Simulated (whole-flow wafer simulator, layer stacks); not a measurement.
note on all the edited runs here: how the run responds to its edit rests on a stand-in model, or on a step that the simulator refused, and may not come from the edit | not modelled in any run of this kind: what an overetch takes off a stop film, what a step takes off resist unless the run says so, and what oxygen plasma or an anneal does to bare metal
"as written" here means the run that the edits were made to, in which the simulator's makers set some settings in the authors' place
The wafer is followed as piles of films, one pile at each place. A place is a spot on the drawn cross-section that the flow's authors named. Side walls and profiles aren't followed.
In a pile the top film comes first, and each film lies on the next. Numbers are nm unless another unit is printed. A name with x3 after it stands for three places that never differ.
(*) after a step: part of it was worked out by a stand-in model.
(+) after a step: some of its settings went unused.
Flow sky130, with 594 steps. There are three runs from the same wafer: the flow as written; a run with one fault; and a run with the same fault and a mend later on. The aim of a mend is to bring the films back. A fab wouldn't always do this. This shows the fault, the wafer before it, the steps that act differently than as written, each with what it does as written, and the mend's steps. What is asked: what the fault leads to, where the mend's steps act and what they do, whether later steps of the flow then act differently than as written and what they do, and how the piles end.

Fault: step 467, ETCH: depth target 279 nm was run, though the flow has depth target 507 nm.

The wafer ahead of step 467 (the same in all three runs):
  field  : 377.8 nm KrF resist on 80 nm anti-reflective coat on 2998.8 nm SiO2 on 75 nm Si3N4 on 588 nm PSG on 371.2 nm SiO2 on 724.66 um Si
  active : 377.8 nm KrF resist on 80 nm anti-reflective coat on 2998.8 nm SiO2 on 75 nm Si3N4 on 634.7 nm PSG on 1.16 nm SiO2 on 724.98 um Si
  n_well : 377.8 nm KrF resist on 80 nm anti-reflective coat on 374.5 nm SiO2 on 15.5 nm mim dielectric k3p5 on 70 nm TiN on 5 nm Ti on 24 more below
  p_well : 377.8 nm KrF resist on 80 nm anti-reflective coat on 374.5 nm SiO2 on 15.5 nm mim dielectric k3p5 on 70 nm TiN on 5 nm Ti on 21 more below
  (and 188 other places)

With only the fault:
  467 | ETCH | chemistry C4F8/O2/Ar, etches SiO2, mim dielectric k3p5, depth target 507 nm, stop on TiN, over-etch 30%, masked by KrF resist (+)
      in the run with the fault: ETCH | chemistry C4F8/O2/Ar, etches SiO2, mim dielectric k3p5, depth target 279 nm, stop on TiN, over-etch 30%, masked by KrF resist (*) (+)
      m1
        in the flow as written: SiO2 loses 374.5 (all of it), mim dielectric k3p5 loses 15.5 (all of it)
        in the run with the fault: SiO2 loses 279
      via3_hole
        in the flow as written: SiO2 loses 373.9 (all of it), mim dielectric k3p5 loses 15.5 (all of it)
        in the run with the fault: SiO2 loses 279
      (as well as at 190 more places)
  Steps further on in the flow that do not act as written (1 more step, not shown, differs only slightly: by at most 2% or 0.5 nm, whichever is larger):
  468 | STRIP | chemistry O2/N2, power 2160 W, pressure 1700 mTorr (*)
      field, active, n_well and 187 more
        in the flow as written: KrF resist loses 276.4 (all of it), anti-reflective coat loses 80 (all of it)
        in the run with the fault: KrF resist loses 322 (all of it), anti-reflective coat loses 80 (all of it)
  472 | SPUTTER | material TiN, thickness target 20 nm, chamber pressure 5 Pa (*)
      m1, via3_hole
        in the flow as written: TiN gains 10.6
        in the run with the fault: TiN gains 12.2 (new film)
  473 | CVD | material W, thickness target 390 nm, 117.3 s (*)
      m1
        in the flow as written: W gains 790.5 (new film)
        in the run with the fault: W gains 677.4 (new film)
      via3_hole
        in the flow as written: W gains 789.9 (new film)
        in the run with the fault: W gains 677.4 (new film)
  The piles end different from the flow's at m1, via3_hole by more than 2% or 0.5 nm, whichever is larger.
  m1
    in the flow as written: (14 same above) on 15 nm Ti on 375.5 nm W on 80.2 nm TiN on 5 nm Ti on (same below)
    in the run with the fault: (14 same above) on 15 nm Ti on 262.4 nm W on 12.2 nm TiN on 95.5 nm SiO2 on 15.5 nm mim dielectric k3p5 on 70 nm TiN on 5 nm Ti on (same below)
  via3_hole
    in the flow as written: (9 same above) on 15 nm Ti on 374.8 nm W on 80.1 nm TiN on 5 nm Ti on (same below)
    in the run with the fault: (9 same above) on 15 nm Ti on 262.4 nm W on 12.2 nm TiN on 94.9 nm SiO2 on 15.5 nm mim dielectric k3p5 on 70 nm TiN on 5 nm Ti on (same below)

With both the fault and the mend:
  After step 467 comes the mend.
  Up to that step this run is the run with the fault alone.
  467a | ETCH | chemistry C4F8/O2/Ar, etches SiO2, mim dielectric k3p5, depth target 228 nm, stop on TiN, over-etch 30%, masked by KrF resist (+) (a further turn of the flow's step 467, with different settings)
      field, active, n_well and 187 more
        KrF resist loses 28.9
      m1
        SiO2 loses 95.5 (all of it), mim dielectric k3p5 loses 15.5 (all of it)
      via3_hole
        SiO2 loses 94.9 (all of it), mim dielectric k3p5 loses 15.5 (all of it)
  Steps further on in the flow that do not act as written:
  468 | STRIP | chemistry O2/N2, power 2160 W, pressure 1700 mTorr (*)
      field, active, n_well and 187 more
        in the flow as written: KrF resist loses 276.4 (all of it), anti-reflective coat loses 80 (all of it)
        in the run with the mend: KrF resist loses 293.2 (all of it), anti-reflective coat loses 80 (all of it)
  The piles end the same as the flow's at every place that both follow.
